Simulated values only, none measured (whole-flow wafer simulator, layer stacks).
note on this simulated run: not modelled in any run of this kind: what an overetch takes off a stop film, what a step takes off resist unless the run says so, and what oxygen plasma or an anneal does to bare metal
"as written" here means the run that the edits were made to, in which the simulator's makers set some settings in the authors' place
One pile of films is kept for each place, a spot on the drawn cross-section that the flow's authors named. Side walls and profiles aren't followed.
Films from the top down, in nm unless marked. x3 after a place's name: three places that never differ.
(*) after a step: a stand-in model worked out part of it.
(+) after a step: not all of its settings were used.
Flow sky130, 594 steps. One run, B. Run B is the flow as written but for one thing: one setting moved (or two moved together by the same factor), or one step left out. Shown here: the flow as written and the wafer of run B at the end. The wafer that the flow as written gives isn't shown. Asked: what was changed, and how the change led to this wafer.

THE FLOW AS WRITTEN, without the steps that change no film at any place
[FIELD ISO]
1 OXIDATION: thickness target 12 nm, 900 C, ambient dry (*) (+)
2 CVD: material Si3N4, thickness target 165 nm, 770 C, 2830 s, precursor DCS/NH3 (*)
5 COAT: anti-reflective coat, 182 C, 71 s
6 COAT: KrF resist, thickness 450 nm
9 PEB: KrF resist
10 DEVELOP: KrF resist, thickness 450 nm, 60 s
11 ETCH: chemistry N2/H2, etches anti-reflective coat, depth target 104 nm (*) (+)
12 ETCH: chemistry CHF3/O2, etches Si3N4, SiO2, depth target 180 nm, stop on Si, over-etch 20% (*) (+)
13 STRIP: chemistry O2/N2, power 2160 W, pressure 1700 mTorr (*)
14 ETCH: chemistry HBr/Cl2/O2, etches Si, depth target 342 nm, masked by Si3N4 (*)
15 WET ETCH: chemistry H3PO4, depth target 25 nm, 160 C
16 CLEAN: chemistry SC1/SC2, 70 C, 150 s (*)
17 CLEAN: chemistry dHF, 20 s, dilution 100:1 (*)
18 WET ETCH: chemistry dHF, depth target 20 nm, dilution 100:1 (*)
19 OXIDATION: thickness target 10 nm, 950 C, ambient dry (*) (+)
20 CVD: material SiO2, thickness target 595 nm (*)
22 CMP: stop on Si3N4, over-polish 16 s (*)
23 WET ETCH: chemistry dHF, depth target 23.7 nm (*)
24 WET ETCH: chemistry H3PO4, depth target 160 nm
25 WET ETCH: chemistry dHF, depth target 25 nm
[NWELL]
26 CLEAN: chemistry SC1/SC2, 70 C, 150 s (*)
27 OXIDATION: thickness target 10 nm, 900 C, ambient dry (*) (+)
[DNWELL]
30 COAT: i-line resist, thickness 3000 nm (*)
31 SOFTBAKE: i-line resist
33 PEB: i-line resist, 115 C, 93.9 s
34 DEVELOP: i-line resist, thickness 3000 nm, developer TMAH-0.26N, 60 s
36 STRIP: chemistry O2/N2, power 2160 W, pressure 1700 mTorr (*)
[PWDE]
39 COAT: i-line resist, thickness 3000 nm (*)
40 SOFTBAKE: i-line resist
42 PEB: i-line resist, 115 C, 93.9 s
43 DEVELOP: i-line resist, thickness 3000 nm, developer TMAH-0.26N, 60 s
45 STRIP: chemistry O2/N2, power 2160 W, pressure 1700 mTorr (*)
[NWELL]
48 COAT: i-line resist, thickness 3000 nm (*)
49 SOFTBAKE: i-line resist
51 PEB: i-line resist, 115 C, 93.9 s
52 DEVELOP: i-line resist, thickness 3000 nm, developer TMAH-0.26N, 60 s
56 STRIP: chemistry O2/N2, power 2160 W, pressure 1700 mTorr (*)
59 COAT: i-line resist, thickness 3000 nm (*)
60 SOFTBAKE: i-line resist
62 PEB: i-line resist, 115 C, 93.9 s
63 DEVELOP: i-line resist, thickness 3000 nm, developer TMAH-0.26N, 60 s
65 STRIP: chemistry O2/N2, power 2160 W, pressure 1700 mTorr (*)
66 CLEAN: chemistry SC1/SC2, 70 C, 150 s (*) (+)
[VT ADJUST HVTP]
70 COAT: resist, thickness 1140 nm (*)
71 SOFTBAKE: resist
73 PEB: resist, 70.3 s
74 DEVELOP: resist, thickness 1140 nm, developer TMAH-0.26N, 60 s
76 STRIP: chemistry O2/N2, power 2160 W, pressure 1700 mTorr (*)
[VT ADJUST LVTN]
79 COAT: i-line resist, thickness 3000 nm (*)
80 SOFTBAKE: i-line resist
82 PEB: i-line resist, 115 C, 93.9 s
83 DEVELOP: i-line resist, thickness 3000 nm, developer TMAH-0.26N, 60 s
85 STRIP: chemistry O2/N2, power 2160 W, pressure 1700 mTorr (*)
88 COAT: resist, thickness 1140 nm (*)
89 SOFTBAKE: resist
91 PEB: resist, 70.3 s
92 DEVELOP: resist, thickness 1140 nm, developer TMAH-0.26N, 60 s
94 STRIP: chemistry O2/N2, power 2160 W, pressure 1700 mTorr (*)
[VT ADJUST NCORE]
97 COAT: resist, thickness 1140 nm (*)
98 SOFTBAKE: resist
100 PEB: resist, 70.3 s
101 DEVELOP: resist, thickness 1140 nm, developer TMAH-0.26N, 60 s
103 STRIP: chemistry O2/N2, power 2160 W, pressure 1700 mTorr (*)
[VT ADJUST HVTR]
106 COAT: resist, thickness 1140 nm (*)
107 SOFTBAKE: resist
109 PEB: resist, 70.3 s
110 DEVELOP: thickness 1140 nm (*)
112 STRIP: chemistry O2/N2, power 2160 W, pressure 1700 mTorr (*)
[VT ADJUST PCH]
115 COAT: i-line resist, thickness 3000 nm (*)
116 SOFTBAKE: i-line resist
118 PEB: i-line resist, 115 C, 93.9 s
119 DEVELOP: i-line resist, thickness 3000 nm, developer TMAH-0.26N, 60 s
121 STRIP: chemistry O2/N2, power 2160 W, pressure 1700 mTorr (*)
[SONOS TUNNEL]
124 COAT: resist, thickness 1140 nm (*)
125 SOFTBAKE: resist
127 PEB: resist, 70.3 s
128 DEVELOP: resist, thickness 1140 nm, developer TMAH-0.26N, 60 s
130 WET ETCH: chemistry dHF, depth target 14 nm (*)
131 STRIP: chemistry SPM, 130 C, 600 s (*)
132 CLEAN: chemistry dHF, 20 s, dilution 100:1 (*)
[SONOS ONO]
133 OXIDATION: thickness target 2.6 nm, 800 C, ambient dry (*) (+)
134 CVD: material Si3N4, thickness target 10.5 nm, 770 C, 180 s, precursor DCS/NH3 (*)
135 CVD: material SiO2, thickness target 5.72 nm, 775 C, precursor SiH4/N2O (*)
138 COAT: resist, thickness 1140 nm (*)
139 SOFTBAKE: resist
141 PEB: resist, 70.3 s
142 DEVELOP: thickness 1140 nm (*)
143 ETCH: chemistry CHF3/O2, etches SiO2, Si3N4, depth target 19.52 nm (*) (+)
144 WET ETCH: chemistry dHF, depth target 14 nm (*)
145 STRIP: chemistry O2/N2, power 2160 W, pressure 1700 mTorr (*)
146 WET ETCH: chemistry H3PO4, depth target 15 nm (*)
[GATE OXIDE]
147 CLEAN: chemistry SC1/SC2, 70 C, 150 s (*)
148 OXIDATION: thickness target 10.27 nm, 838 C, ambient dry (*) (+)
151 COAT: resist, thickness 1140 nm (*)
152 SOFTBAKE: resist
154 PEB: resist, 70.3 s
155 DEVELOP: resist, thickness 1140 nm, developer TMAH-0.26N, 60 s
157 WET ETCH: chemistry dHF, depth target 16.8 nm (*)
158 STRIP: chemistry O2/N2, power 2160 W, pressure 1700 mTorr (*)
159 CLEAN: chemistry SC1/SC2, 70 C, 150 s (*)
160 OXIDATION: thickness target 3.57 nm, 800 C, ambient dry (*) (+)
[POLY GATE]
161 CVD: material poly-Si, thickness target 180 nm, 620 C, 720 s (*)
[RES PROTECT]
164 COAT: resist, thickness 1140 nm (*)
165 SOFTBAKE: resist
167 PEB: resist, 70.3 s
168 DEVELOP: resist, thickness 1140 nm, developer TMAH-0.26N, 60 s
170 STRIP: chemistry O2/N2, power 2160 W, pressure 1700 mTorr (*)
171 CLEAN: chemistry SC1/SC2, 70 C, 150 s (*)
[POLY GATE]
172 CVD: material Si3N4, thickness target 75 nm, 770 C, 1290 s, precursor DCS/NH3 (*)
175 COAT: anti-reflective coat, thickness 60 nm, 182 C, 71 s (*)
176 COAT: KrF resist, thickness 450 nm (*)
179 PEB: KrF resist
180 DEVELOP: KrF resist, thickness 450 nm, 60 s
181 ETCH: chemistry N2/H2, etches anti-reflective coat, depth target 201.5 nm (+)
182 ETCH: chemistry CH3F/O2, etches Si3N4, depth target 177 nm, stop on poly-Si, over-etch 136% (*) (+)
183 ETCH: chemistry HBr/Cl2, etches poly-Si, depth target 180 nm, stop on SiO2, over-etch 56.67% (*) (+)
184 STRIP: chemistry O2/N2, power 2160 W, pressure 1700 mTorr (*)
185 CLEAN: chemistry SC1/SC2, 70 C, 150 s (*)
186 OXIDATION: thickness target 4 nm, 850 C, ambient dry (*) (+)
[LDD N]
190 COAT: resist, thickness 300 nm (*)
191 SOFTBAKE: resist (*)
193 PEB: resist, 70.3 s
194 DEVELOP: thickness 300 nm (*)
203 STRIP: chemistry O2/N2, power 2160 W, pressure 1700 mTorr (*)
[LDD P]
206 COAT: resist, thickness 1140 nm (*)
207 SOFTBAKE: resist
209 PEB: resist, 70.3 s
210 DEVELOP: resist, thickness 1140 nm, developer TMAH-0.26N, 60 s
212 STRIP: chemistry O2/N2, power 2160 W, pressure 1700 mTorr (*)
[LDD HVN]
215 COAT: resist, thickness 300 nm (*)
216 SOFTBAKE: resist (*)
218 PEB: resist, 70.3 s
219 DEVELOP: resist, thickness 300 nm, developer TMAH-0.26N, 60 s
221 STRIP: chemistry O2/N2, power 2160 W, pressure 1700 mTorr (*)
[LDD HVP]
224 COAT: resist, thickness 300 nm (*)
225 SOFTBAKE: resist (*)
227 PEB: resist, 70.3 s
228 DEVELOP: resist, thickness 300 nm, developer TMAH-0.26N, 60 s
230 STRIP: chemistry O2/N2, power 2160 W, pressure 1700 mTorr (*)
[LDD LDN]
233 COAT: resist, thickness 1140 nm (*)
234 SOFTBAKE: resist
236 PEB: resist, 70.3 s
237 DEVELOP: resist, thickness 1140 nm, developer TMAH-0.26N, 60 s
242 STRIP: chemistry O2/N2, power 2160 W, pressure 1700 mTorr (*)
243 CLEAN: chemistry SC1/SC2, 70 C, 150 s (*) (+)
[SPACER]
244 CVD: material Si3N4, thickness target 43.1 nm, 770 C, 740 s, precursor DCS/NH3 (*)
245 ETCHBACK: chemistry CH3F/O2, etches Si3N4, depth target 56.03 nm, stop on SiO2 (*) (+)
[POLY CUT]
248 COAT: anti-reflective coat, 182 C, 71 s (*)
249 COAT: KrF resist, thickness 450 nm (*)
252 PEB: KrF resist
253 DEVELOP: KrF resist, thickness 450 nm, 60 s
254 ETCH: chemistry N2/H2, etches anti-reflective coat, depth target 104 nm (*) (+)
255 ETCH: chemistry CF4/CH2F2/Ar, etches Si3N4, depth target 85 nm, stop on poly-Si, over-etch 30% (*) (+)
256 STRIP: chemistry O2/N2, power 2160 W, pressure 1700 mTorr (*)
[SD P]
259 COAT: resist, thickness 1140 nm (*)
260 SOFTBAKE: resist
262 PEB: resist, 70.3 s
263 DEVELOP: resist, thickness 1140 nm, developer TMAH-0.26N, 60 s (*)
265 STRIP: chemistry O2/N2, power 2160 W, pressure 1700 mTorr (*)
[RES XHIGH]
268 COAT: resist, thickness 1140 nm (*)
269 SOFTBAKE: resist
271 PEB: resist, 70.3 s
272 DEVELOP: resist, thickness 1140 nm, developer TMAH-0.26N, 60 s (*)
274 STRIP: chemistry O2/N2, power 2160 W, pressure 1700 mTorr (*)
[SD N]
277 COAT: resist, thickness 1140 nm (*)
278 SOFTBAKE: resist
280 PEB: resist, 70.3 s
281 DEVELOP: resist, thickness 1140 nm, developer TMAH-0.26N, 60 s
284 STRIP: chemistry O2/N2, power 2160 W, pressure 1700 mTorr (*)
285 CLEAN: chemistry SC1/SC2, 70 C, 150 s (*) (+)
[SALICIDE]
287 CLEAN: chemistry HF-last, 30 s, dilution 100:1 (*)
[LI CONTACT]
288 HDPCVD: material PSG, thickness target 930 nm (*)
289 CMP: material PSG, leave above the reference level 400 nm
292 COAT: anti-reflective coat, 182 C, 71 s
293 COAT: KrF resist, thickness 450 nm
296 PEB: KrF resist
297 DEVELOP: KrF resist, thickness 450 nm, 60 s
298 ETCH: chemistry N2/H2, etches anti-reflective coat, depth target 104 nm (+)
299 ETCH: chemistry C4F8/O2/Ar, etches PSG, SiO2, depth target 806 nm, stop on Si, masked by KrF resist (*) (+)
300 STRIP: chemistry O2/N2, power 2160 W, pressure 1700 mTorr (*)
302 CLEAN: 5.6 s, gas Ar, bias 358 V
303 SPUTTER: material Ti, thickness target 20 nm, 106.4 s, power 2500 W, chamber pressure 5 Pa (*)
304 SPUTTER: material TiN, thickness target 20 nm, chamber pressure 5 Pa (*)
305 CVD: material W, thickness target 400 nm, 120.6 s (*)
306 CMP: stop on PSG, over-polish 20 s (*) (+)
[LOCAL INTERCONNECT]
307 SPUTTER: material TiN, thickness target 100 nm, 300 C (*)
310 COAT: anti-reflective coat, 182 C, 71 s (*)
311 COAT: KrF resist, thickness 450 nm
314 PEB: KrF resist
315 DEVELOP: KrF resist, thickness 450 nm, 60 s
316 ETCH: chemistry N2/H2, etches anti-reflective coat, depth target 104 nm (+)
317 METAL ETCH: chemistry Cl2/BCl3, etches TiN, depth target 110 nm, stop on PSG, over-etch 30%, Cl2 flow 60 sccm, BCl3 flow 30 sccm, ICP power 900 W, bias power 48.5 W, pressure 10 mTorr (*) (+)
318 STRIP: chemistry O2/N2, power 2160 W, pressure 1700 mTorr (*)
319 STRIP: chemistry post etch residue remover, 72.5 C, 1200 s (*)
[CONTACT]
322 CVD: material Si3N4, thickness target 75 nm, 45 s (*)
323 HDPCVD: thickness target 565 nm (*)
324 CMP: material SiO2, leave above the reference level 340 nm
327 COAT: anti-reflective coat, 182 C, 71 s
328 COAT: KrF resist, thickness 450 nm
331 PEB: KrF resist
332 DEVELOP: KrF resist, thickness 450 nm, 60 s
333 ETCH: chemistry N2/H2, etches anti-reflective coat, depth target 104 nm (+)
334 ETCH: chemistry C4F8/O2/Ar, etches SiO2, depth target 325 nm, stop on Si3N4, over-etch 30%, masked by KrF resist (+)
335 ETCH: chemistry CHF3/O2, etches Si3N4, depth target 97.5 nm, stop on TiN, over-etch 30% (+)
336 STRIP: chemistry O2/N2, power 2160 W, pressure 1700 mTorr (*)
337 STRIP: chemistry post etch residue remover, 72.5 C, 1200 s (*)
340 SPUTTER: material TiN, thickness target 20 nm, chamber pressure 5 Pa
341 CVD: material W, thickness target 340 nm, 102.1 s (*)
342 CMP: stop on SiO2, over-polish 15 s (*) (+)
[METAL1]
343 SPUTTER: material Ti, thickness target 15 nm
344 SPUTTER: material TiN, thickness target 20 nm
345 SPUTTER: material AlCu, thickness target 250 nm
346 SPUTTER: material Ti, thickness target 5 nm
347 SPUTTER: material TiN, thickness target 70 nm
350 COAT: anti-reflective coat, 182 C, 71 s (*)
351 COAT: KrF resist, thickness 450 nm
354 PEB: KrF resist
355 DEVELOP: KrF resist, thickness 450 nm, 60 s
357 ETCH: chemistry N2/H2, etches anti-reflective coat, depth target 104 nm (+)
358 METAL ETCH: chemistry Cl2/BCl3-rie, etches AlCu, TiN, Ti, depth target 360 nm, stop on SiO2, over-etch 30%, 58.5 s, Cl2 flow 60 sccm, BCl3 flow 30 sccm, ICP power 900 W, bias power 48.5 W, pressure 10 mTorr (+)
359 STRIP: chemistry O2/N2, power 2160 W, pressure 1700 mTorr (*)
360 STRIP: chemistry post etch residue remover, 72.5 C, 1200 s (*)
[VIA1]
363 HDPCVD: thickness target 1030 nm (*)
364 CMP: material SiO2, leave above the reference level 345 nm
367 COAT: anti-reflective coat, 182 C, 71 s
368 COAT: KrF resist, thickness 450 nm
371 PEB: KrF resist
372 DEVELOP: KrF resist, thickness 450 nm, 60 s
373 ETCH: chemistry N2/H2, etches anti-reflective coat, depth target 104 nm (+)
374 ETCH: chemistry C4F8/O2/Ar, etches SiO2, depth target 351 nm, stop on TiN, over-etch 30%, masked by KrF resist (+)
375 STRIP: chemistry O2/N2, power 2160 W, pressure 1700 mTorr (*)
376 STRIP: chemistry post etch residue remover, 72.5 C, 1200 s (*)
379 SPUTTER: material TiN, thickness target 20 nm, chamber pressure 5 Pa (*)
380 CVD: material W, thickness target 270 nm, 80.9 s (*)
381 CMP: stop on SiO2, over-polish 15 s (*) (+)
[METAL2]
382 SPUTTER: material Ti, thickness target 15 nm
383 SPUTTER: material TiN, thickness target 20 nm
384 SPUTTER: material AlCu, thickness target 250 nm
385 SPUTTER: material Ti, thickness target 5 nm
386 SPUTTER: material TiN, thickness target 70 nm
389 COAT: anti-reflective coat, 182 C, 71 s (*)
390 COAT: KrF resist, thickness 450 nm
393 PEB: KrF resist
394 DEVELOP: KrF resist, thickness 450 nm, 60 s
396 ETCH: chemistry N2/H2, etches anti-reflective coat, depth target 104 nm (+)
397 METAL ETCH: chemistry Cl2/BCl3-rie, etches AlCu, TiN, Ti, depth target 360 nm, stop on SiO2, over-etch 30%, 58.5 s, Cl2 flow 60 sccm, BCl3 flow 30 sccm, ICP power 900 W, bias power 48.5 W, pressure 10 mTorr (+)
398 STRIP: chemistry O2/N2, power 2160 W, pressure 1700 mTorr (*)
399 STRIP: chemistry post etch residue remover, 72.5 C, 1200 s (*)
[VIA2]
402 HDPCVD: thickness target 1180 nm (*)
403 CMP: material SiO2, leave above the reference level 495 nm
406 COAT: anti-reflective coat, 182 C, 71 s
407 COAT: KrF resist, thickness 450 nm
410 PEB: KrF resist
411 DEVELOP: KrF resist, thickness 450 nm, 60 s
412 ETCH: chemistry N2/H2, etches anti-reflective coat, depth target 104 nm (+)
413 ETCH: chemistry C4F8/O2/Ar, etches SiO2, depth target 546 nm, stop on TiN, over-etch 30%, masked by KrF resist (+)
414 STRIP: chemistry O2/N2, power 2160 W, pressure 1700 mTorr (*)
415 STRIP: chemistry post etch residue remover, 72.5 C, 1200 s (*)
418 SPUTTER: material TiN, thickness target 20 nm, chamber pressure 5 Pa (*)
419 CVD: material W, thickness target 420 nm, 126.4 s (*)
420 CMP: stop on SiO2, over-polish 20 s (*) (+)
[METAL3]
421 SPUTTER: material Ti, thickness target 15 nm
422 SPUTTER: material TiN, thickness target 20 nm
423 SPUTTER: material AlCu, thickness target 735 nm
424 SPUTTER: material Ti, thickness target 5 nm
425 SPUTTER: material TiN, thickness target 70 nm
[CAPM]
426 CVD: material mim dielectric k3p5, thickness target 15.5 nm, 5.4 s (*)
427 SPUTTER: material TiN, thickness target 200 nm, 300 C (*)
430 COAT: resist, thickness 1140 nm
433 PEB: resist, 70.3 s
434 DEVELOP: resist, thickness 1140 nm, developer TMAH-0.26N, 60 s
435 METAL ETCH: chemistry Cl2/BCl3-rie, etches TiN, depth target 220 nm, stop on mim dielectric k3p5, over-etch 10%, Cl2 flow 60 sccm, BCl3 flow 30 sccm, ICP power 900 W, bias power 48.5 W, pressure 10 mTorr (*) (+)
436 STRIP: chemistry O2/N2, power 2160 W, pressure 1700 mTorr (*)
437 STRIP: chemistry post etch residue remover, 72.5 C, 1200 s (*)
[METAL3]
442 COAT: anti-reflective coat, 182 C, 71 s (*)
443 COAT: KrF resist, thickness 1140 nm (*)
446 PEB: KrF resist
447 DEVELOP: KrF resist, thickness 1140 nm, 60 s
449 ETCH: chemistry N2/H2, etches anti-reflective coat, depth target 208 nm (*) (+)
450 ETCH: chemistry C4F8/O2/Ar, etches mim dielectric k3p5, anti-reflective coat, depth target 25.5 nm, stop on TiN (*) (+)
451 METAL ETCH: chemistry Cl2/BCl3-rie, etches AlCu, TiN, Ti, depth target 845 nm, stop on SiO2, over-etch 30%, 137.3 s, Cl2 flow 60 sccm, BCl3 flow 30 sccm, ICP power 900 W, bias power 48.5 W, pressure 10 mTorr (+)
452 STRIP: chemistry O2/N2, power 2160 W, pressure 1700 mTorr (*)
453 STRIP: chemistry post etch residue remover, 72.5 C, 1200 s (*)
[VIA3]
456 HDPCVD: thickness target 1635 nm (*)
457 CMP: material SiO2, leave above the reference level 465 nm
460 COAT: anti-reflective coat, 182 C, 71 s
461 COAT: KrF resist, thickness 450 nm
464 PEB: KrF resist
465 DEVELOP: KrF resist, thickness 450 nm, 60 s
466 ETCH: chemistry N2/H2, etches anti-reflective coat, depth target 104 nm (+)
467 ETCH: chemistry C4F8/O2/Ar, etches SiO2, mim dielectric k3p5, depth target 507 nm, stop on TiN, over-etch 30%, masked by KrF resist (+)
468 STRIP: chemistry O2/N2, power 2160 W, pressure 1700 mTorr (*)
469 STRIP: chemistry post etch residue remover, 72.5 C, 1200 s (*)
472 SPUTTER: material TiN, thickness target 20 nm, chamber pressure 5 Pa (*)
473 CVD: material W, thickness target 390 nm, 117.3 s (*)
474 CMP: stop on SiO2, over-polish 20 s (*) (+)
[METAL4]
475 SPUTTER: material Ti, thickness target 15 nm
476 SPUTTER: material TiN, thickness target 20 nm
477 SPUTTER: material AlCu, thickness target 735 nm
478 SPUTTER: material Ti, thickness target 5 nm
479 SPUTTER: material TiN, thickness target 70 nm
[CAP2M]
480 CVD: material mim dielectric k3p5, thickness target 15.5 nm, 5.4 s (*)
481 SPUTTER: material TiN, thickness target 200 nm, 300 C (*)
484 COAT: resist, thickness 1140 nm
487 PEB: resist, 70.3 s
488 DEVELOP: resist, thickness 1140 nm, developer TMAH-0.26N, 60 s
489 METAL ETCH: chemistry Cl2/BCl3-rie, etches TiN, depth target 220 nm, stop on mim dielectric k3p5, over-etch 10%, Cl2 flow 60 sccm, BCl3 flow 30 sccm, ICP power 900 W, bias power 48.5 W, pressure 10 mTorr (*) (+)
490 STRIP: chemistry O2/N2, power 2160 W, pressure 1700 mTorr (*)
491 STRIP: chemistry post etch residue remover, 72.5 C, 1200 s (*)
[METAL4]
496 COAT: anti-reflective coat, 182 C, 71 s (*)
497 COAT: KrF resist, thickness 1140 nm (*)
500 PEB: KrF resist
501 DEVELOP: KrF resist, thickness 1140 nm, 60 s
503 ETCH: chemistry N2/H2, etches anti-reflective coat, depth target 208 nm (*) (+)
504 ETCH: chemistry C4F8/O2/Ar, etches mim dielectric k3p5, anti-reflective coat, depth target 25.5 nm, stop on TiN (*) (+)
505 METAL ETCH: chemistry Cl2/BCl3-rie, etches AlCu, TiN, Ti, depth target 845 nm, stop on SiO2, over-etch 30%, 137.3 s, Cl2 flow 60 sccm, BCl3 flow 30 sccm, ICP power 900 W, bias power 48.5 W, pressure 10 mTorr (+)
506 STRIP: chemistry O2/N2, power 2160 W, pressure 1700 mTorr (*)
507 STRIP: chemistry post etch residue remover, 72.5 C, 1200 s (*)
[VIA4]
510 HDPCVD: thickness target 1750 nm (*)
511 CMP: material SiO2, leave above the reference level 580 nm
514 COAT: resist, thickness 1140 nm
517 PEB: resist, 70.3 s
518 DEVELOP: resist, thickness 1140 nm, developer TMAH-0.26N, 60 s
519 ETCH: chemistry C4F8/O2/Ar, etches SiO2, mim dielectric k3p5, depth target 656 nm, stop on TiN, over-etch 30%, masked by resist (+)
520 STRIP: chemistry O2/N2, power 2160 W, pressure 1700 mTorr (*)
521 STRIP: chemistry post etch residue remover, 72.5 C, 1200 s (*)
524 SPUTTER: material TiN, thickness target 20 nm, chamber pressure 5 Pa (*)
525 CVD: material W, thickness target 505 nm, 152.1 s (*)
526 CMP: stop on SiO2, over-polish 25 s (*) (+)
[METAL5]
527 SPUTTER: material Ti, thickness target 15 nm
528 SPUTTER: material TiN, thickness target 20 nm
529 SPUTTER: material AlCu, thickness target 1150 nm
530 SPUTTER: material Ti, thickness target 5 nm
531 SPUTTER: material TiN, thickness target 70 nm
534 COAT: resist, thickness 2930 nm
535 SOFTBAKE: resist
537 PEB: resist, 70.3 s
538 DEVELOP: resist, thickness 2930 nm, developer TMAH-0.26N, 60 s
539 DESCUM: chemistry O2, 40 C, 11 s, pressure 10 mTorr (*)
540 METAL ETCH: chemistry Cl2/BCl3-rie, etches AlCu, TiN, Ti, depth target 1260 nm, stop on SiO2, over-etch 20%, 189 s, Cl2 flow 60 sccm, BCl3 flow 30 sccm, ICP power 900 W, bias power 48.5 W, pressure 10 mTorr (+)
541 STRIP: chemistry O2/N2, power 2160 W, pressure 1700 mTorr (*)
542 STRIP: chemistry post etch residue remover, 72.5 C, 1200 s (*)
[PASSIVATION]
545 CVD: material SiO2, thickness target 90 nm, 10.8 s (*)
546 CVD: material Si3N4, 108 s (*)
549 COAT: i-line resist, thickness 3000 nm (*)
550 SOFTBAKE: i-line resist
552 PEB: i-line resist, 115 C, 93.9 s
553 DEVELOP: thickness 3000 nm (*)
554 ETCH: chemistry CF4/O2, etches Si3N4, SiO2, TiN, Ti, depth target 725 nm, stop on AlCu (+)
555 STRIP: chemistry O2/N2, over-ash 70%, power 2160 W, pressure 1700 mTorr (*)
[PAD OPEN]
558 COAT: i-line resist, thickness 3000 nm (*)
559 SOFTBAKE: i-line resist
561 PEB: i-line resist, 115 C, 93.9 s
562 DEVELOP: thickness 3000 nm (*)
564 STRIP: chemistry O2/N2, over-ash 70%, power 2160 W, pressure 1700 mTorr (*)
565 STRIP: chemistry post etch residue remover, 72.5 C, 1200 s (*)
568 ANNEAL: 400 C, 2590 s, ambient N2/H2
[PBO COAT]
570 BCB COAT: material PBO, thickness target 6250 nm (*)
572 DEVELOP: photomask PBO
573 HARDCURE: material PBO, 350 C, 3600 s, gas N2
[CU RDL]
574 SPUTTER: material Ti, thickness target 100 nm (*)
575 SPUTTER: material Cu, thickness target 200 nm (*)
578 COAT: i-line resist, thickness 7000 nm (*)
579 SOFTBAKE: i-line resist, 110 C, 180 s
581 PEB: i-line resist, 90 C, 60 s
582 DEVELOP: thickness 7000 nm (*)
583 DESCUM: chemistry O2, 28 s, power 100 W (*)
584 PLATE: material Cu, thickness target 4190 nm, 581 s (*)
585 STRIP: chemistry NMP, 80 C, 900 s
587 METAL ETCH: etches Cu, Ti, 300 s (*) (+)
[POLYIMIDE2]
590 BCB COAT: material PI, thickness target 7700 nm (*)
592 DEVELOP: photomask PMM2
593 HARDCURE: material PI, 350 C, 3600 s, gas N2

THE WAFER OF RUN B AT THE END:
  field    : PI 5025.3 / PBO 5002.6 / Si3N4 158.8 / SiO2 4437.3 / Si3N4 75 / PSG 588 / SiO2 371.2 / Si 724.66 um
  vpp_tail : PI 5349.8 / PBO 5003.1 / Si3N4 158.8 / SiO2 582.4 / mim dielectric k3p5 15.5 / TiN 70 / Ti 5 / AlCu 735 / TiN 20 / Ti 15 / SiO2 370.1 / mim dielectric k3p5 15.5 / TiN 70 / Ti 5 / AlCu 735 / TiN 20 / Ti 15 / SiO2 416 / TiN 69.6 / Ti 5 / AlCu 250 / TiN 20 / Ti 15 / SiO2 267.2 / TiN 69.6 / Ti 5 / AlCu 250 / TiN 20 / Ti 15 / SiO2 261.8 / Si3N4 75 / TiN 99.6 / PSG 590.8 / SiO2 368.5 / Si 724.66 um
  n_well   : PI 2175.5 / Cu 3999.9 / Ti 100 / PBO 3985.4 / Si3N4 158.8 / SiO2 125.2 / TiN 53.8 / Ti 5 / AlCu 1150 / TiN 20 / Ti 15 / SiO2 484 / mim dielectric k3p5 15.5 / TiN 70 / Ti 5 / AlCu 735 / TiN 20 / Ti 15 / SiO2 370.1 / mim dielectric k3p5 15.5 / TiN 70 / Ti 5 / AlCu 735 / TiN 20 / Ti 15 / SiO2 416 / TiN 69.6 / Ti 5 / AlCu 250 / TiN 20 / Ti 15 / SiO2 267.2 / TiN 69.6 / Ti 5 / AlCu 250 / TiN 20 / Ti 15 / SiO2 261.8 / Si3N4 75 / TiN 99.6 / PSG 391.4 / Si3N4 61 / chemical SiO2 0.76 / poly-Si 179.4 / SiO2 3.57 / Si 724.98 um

The cause: step 531, SPUTTER: thickness target 54.2 nm was run, where the flow has thickness target 70 nm.

How the change led to this, step by step:
  531 SPUTTER: material TiN, thickness target 70 nm
      field, active, n_well and 190 more: TiN +54.2 (new film) (as written it would be: TiN +70 (new film))
  540 METAL ETCH: chemistry Cl2/BCl3-rie, etches AlCu, TiN, Ti, depth target 1260 nm, stop on SiO2, over-etch 20%, 189 s, Cl2 flow 60 sccm, BCl3 flow 30 sccm, ICP power 900 W, bias power 48.5 W, pressure 10 mTorr (+)
      field, active, gate and 175 more: TiN -54.2 (all of it), Ti -5 (all of it), AlCu -1150 (all of it), TiN -20 (all of it), Ti -15 (all of it), SiO2 -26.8 (as written it would be: TiN -70 (all of it), Ti -5 (all of it), AlCu -1150 (all of it), TiN -20 (all of it), Ti -15 (all of it), SiO2 -25.2)
  550 SOFTBAKE: i-line resist
      drift_pwde: i-line resist +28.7 (as written it would be: i-line resist +29.3)
  554 ETCH: chemistry CF4/O2, etches Si3N4, SiO2, TiN, Ti, depth target 725 nm, stop on AlCu (+)
      field, active, n_well and 189 more: i-line resist -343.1 (as written it would be: i-line resist -358.9)
      pad: Si3N4 -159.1 (all of it), SiO2 -125.2 (all of it), TiN -53.8 (all of it), Ti -5 (all of it) (as written it would be: Si3N4 -159.1 (all of it), SiO2 -125.2 (all of it), TiN -69.6 (all of it), Ti -5 (all of it))
  555 STRIP: chemistry O2/N2, over-ash 70%, power 2160 W, pressure 1700 mTorr (*)
      n_well, p_well, sd_n, sd_p: i-line resist -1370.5 (all of it) (as written it would be: i-line resist -1340.8 (all of it))
      ndiff_licon_rim, ndiff_licon: i-line resist -1398.2 (all of it) (as written it would be: i-line resist -1368.9 (all of it))
      (and at 5 more places)
  559 SOFTBAKE: i-line resist
      drift_pwde: i-line resist +28.7 (as written it would be: i-line resist +29.3)
